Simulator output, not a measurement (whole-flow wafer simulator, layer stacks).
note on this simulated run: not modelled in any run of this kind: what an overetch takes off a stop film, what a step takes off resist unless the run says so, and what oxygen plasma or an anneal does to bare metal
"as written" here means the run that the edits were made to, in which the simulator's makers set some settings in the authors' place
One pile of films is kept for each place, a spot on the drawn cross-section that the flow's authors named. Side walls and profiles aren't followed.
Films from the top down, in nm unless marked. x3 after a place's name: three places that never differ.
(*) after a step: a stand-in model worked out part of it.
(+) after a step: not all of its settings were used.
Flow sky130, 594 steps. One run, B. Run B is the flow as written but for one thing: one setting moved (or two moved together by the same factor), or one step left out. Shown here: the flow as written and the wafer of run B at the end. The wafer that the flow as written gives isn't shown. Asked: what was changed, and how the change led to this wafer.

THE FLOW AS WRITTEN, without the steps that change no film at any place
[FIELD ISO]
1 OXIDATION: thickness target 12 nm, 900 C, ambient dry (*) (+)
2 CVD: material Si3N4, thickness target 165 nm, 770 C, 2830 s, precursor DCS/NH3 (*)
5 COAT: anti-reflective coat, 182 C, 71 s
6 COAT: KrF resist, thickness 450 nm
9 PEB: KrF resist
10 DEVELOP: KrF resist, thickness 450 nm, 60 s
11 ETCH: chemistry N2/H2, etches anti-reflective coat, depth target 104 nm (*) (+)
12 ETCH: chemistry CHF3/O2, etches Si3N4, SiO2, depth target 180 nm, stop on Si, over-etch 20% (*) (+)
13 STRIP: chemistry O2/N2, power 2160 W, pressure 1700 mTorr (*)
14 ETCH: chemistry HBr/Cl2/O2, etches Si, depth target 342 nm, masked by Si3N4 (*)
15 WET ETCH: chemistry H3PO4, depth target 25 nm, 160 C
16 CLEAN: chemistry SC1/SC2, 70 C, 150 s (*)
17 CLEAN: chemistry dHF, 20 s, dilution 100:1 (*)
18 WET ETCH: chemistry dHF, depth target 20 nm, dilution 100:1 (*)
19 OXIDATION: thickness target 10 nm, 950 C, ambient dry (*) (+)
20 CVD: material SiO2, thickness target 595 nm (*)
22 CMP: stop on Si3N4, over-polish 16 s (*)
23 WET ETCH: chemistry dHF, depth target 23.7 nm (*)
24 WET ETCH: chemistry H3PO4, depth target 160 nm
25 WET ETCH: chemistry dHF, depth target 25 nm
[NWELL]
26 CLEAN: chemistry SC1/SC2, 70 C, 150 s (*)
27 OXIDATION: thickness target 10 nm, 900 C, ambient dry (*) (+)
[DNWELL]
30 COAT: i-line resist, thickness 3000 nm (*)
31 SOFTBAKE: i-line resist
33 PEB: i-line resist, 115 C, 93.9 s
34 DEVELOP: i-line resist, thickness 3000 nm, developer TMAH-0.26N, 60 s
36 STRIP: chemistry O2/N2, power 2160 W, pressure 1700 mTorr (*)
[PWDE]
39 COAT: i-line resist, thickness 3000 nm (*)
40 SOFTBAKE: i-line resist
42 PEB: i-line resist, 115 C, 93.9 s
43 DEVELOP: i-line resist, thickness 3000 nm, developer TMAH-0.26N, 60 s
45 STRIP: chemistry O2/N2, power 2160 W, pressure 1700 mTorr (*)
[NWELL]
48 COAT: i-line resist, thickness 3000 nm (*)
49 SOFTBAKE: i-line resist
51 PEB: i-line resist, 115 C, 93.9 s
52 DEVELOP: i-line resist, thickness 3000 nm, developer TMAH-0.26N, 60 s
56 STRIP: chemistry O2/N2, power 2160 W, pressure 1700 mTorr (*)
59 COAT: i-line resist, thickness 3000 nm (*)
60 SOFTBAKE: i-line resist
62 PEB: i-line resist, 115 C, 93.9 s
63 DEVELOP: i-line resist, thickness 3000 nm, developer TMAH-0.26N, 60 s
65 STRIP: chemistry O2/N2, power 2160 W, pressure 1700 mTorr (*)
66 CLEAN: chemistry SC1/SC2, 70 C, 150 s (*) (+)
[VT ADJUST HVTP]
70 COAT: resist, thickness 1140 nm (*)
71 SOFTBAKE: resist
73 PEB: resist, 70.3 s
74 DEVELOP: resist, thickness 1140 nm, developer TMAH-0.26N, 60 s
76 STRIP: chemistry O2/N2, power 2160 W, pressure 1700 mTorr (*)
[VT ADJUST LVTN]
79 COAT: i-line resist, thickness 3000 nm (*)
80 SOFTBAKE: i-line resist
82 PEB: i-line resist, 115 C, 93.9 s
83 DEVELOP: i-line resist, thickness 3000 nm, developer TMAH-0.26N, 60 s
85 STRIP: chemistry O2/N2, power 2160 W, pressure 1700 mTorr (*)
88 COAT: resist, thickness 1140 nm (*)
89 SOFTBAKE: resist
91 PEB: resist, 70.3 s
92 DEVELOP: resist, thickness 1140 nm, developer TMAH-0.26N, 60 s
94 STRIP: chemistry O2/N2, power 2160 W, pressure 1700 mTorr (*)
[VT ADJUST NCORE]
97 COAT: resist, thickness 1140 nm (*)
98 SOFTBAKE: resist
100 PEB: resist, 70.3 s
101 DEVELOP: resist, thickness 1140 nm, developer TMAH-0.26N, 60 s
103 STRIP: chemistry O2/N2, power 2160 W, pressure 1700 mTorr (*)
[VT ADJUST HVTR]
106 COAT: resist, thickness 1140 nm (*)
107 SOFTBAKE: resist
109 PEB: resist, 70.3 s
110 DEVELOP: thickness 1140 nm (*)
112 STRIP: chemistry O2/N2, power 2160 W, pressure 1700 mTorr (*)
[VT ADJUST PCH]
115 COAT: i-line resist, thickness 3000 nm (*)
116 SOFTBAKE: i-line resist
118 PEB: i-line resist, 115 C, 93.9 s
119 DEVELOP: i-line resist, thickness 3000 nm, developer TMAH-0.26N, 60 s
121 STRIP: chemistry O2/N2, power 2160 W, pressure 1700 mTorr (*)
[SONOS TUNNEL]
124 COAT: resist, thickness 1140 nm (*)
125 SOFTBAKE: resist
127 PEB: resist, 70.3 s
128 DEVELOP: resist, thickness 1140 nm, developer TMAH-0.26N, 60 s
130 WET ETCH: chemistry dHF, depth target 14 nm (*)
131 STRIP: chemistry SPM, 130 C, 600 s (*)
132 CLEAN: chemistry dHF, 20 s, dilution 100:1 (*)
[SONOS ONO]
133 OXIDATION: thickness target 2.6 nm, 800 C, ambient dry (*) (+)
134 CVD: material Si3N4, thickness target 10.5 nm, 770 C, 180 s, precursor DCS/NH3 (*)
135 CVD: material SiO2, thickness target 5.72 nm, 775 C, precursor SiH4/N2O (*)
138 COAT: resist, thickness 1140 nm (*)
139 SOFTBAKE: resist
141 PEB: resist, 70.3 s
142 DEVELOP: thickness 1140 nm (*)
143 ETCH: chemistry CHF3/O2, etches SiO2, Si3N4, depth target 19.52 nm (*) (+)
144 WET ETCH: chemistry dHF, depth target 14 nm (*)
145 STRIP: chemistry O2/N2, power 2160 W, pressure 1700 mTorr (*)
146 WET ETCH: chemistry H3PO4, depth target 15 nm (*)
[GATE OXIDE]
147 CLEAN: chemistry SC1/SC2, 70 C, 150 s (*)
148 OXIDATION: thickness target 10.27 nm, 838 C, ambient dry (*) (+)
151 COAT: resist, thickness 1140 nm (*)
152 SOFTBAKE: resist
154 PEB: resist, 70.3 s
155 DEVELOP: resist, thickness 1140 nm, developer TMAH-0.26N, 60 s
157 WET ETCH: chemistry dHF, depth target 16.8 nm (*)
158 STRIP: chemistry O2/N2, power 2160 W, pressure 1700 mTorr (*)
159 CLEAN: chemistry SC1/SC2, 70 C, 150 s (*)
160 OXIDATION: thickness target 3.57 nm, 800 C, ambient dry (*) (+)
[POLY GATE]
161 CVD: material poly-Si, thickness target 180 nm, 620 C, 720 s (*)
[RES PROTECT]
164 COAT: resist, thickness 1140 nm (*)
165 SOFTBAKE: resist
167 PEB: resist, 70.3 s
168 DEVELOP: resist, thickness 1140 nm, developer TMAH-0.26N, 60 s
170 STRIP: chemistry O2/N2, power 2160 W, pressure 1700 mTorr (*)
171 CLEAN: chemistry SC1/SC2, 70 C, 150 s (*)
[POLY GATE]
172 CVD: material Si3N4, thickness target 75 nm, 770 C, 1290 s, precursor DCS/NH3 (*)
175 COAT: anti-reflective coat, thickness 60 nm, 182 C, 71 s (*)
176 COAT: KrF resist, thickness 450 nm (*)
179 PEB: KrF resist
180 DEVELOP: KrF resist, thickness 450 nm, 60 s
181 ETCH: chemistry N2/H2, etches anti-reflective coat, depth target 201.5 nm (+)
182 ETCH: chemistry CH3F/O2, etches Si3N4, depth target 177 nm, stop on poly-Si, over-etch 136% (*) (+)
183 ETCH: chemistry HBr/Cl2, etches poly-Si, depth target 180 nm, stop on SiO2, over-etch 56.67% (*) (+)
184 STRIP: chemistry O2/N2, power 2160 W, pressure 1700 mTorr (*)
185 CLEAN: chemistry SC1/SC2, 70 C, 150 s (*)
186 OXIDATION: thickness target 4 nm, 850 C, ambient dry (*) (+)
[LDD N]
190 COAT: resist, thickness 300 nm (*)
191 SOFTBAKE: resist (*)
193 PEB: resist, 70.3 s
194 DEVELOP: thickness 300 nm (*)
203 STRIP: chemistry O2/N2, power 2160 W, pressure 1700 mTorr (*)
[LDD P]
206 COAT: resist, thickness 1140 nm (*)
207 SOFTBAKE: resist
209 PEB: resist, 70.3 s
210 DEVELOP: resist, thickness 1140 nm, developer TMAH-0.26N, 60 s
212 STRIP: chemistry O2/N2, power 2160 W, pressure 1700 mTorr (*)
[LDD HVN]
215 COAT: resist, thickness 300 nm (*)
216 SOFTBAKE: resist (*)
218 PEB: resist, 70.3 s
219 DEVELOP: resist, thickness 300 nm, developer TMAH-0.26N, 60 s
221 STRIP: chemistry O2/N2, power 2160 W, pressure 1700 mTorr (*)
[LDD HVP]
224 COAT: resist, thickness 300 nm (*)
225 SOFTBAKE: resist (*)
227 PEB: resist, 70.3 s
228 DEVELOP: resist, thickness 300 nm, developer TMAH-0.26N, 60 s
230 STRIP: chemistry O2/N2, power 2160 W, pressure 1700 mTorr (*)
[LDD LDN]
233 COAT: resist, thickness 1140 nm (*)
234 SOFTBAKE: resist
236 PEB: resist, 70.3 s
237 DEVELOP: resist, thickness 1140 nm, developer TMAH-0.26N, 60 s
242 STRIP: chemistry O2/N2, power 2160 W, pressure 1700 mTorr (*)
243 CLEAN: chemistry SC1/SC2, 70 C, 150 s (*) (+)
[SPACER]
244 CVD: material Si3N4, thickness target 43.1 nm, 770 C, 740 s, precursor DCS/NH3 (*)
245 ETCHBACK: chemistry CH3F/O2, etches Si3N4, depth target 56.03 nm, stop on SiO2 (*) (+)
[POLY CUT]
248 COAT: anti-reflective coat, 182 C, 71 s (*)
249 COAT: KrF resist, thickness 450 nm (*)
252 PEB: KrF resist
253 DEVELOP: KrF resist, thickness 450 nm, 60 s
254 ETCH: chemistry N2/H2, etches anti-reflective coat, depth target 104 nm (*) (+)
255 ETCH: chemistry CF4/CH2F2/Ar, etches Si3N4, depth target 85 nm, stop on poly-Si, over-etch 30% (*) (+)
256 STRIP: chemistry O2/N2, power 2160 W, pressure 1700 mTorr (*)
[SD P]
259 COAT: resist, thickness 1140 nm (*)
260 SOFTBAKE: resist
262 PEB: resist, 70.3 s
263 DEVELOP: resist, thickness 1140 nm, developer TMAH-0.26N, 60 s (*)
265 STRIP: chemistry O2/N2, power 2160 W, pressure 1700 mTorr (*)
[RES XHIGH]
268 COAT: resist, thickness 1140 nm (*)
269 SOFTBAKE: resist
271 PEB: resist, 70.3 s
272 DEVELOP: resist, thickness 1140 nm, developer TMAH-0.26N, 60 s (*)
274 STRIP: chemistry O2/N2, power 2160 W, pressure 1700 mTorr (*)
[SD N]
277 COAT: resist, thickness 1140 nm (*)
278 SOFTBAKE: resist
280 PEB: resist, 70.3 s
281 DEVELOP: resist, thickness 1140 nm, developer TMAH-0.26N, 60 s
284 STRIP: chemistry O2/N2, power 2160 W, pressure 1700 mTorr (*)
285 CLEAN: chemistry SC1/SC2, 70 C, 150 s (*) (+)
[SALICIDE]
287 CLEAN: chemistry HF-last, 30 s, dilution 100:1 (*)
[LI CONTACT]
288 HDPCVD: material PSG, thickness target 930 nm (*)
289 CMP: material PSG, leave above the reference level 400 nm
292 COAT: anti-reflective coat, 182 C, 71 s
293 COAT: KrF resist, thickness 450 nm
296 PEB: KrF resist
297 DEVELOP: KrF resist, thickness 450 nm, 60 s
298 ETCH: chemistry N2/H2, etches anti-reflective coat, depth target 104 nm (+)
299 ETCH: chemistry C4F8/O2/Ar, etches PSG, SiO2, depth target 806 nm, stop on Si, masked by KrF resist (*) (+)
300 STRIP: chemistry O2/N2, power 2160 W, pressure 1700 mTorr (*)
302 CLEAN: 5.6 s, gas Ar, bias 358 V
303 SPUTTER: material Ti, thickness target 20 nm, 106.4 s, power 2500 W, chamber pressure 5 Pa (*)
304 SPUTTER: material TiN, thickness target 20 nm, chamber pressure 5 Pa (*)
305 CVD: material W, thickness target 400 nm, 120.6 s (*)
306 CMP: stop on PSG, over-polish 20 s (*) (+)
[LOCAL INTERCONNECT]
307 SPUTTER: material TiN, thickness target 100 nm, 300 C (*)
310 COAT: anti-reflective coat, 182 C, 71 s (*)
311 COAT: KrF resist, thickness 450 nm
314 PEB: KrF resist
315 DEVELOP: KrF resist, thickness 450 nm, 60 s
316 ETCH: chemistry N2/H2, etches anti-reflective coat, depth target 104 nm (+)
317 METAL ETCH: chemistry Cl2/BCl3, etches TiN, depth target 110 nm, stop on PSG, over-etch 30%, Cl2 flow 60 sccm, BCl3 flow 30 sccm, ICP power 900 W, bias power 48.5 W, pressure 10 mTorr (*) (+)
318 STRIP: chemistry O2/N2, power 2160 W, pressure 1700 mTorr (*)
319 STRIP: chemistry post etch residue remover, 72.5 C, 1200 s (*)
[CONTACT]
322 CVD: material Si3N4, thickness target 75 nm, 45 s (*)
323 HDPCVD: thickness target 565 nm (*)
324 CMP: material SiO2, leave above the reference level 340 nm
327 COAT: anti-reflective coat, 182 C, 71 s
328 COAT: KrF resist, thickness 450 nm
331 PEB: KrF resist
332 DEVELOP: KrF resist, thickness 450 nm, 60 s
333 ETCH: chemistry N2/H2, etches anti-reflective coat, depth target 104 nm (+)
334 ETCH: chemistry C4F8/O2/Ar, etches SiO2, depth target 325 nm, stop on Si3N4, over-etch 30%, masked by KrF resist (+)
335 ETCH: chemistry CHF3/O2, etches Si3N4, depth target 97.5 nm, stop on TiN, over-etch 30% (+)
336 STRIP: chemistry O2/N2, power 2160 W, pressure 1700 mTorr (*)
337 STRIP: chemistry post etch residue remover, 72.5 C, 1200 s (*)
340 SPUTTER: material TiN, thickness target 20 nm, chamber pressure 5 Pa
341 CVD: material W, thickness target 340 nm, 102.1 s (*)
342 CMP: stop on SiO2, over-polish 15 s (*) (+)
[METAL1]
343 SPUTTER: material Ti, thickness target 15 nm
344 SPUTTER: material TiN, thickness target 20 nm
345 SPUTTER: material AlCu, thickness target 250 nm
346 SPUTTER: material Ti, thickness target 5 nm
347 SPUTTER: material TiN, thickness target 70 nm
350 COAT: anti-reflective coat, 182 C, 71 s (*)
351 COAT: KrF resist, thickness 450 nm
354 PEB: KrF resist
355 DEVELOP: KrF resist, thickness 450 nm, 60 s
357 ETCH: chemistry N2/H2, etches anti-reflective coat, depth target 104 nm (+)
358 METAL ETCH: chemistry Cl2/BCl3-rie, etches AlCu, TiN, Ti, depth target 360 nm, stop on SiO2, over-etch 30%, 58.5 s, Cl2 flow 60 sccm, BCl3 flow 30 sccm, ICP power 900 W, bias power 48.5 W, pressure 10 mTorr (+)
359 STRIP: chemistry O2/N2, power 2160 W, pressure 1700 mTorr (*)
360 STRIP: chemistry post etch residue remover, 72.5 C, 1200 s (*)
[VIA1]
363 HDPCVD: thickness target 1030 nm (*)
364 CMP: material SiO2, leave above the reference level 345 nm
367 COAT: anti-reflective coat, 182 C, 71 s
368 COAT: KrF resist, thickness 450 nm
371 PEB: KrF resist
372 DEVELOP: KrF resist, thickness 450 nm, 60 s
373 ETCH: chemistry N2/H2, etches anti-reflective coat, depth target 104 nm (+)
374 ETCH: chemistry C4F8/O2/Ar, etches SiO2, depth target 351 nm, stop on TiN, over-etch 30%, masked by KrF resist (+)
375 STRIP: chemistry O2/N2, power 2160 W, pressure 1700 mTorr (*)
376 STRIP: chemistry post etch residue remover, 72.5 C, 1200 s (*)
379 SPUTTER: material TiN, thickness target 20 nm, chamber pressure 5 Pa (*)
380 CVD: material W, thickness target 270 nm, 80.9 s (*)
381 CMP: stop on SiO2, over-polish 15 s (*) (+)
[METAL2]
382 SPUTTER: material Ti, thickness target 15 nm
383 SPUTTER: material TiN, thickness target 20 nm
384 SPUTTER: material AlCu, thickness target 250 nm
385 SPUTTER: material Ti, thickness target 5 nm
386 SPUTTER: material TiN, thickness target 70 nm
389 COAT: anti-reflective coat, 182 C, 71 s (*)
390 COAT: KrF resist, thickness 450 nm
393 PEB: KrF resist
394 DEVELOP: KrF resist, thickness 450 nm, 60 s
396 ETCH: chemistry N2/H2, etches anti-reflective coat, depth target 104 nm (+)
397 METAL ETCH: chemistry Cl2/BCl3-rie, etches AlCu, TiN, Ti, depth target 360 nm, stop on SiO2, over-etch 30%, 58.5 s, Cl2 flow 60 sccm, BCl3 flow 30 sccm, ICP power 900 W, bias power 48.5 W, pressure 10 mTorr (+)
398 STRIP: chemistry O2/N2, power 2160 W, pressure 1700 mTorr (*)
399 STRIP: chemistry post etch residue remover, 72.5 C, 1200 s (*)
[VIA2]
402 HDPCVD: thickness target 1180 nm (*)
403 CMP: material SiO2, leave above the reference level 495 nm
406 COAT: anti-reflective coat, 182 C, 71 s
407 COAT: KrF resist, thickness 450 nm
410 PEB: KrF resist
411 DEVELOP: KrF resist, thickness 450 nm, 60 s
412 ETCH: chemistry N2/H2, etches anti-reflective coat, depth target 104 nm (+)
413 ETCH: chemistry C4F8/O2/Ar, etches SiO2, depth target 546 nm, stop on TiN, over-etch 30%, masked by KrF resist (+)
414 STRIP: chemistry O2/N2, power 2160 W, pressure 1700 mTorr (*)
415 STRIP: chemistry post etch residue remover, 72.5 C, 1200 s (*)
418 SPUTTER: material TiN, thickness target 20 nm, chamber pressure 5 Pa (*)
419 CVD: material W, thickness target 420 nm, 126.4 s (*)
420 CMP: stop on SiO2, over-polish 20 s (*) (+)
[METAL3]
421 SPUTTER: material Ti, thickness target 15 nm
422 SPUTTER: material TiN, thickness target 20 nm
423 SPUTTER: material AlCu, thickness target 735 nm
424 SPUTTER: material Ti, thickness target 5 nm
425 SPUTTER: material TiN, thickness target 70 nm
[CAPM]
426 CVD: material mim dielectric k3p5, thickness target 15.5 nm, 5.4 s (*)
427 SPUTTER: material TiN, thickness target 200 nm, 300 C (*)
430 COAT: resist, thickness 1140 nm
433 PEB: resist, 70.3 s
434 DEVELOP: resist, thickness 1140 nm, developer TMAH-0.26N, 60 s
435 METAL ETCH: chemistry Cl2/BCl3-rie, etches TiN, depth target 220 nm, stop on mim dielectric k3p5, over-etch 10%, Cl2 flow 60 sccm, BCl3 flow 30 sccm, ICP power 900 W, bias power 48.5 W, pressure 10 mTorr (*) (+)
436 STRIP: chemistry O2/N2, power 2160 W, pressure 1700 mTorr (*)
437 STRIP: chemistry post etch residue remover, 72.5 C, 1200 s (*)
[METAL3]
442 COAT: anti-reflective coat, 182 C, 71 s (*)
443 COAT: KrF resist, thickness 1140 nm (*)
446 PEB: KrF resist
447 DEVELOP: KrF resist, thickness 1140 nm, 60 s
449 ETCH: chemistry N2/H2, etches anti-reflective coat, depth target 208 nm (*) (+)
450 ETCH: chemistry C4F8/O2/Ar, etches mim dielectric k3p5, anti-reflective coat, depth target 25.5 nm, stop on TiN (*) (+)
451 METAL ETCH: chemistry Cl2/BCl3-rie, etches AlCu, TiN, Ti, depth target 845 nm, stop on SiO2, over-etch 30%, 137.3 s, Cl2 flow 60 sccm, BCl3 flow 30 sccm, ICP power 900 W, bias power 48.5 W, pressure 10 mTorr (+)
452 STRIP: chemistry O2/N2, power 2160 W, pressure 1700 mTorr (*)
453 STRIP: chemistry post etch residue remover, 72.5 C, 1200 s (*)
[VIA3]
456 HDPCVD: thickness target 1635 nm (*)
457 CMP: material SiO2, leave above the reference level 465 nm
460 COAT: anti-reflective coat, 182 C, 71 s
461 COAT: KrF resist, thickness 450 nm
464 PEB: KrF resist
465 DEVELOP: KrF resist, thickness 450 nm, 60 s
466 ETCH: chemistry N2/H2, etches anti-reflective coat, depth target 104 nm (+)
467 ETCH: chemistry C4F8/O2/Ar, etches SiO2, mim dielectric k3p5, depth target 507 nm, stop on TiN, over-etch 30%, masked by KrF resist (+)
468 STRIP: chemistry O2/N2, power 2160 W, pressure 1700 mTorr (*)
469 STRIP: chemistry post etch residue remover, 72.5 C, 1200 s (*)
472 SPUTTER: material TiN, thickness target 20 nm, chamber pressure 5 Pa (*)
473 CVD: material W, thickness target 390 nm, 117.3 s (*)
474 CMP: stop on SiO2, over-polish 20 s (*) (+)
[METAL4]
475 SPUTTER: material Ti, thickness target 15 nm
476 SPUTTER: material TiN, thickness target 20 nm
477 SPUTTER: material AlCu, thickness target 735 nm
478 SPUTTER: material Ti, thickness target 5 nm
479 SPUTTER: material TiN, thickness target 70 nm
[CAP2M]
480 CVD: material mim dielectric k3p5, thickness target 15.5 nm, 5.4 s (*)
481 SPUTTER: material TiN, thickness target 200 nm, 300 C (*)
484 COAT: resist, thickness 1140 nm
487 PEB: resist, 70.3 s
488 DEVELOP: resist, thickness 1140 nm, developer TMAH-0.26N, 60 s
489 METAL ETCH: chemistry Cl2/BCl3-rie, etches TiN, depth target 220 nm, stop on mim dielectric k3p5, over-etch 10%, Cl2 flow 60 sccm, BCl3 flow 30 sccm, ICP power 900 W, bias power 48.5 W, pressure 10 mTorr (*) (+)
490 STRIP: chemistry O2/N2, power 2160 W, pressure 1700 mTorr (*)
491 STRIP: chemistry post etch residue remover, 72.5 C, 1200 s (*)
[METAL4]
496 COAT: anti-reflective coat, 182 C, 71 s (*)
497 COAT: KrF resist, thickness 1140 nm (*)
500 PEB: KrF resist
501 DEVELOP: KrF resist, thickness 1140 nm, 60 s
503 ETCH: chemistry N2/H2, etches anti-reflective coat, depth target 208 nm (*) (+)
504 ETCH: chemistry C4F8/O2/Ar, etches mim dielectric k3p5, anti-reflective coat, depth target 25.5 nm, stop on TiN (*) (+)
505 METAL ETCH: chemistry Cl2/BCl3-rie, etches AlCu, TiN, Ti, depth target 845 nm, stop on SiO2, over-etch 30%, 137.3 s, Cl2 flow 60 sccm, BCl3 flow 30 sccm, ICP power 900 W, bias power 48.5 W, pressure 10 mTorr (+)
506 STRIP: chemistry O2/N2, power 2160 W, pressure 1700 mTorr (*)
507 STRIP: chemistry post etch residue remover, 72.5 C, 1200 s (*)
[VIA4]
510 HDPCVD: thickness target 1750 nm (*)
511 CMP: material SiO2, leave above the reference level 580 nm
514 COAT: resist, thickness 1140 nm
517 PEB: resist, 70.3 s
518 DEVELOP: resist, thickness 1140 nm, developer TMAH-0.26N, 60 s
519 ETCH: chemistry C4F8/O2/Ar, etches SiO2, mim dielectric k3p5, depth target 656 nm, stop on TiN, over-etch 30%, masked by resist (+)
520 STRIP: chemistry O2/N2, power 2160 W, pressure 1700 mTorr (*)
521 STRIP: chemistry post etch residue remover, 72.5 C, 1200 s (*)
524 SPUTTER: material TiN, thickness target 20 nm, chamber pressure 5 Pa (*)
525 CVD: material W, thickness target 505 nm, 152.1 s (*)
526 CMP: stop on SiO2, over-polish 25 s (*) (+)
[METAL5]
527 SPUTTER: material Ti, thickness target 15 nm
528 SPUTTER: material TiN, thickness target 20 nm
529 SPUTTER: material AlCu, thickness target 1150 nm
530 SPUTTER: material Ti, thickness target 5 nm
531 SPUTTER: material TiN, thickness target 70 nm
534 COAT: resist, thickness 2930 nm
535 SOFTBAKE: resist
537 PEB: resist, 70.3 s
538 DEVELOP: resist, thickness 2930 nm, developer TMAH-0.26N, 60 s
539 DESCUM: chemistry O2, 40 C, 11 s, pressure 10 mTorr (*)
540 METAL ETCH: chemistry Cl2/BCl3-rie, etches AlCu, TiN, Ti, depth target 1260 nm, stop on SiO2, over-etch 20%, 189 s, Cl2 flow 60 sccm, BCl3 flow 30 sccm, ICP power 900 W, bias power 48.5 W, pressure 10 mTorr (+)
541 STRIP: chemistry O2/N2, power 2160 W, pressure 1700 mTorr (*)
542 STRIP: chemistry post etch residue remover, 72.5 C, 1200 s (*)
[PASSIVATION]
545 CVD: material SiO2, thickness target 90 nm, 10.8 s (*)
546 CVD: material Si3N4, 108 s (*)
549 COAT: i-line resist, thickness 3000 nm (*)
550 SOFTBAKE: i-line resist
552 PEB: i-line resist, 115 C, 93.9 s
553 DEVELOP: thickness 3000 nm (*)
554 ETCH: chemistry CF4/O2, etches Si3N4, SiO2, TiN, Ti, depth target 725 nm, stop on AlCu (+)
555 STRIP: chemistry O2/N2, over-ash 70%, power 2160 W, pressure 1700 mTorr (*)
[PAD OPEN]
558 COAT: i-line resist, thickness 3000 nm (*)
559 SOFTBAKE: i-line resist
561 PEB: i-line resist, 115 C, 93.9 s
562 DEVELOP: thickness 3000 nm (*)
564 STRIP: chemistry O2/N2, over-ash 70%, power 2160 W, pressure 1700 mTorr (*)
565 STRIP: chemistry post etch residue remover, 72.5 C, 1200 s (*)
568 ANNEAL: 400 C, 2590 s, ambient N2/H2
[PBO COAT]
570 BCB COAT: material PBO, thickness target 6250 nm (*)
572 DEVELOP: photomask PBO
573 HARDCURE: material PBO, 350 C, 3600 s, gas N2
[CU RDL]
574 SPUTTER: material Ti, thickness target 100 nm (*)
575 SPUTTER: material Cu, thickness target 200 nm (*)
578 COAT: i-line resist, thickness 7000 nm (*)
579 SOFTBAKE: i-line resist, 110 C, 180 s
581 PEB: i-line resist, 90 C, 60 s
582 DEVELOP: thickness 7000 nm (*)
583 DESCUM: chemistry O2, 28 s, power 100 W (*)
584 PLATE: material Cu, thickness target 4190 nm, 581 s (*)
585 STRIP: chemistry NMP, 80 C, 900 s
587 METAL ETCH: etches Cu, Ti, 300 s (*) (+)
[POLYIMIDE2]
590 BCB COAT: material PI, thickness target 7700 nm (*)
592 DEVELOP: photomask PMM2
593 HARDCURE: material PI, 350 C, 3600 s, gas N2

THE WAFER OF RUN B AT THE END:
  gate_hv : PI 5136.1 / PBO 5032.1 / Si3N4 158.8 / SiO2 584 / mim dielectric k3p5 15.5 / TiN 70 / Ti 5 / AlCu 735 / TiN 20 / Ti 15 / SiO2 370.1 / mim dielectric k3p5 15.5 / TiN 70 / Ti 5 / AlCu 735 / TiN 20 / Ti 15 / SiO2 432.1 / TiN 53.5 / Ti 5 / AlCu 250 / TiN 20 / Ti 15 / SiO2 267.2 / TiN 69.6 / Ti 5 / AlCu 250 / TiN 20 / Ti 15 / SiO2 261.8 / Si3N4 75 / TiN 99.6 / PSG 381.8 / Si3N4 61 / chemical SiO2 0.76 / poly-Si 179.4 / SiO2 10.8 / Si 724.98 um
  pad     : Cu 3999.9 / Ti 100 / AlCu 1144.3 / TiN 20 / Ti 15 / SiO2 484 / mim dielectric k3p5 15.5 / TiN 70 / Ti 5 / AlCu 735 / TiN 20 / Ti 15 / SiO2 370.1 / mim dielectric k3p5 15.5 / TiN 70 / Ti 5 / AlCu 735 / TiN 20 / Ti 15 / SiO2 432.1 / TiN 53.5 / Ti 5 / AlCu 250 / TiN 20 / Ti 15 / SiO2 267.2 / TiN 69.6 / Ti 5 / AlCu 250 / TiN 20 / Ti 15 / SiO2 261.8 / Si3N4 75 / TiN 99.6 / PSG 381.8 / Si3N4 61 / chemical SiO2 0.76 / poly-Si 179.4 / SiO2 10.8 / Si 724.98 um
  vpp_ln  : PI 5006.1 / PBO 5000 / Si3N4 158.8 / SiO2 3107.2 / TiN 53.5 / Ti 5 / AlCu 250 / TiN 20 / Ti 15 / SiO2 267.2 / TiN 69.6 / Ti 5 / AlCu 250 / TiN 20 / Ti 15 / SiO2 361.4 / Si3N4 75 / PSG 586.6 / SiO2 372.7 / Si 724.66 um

The cause: step 386, SPUTTER: thickness target 53.9 nm was run, where the flow has thickness target 70 nm.

How the change led to this, step by step:
  386 SPUTTER: material TiN, thickness target 70 nm
      field, active, n_well and 188 more: TiN +53.9 (new film) (as written it would be: TiN +70 (new film))
  397 METAL ETCH: chemistry Cl2/BCl3-rie, etches AlCu, TiN, Ti, depth target 360 nm, stop on SiO2, over-etch 30%, 58.5 s, Cl2 flow 60 sccm, BCl3 flow 30 sccm, ICP power 900 W, bias power 48.5 W, pressure 10 mTorr (+)
      field, active, gate and 82 more: TiN -52.6 (all of it), Ti -5 (all of it), AlCu -250 (all of it), TiN -20 (all of it), Ti -15 (all of it), SiO2 -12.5 (as written it would be: TiN -68.7 (all of it), Ti -5 (all of it), AlCu -250 (all of it), TiN -20 (all of it), Ti -15 (all of it), SiO2 -10.9)
  403 CMP: material SiO2, leave above the reference level 495 nm
      n_well, p_well, gate_hv and 101 more: SiO2 -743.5 (as written it would be: SiO2 -759.6)
      m1, via1_hole: SiO2 -743 (as written it would be: SiO2 -759.1)
  413 ETCH: chemistry C4F8/O2/Ar, etches SiO2, depth target 546 nm, stop on TiN, over-etch 30%, masked by KrF resist (+)
      m1: SiO2 -436.4 (all of it) (as written it would be: SiO2 -420.3 (all of it))
      via2_hole: SiO2 -435.9 (all of it) (as written it would be: SiO2 -419.8 (all of it))
